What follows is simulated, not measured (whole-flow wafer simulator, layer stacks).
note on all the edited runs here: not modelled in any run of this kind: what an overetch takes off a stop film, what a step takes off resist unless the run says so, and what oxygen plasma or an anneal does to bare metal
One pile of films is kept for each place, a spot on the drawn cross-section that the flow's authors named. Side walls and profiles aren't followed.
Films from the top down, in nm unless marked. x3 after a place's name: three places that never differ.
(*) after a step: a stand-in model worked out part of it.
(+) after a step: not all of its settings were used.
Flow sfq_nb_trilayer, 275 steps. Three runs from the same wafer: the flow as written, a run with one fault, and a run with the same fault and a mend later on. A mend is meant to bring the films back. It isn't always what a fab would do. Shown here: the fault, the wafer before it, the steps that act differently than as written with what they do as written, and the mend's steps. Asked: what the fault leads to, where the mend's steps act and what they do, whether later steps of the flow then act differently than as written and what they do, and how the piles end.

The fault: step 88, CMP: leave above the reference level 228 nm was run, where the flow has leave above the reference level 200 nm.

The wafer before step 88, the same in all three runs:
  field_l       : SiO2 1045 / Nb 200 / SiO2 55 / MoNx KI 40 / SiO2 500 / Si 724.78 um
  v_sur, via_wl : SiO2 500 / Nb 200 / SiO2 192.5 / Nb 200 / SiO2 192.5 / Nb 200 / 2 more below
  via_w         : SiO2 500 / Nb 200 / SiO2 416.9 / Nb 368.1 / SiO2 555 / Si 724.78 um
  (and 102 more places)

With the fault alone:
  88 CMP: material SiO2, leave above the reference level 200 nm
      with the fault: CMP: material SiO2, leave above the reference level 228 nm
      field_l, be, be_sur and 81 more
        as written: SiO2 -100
        with the fault: SiO2 -72
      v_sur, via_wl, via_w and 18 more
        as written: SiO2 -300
        with the fault: SiO2 -272
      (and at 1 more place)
  Later steps of the flow that act differently than as written (3 more steps differ only slightly, by at most 2% or 0.5 nm, whichever is larger, and aren't shown):
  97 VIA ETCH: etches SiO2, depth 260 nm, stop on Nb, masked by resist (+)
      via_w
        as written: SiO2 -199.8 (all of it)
        with the fault: SiO2 -227.8 (all of it)
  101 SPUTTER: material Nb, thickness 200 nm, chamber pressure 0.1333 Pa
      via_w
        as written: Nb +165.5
        with the fault: Nb +159.5
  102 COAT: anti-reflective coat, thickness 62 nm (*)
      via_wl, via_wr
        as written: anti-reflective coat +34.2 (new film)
        with the fault: anti-reflective coat +33.4 (new film)
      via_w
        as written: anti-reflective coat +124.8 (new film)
        with the fault: anti-reflective coat +130.8 (new film)
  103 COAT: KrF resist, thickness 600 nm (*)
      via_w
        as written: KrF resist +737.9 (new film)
        with the fault: KrF resist +761.2 (new film)
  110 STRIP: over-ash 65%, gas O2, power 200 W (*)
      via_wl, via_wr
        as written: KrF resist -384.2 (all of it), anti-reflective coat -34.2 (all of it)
        with the fault: KrF resist -381.4 (all of it), anti-reflective coat -33.4 (all of it)
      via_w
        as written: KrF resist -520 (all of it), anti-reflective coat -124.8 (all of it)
        with the fault: KrF resist -543.2 (all of it), anti-reflective coat -130.8 (all of it)
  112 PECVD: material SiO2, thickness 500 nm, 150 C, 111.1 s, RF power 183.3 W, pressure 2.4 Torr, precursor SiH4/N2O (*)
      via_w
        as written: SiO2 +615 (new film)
        with the fault: SiO2 +649 (new film)
  At the end the piles differ from the flow's by more than 2% or 0.5 nm, whichever is larger, at v_sur, via_wl, via_w and 36 more.
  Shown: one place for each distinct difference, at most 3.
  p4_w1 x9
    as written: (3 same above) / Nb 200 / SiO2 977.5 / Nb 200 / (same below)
    with the fault: (3 same above) / Nb 200 / SiO2 1005.5 / Nb 200 / (same below)
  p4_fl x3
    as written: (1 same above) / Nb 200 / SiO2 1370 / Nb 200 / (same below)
    with the fault: (1 same above) / Nb 200 / SiO2 1398 / Nb 200 / (same below)
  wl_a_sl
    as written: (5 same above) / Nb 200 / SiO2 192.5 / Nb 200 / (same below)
    with the fault: (5 same above) / Nb 200 / SiO2 220.5 / Nb 200 / (same below)

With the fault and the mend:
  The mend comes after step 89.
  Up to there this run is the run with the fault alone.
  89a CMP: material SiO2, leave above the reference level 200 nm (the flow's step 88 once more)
      field_l, v_sur, via_wl and 103 more
        SiO2 -28
  No later step of the flow acts differently than as written at any place that is followed.
  At the end the piles are the same as the flow's at every place that both follow.
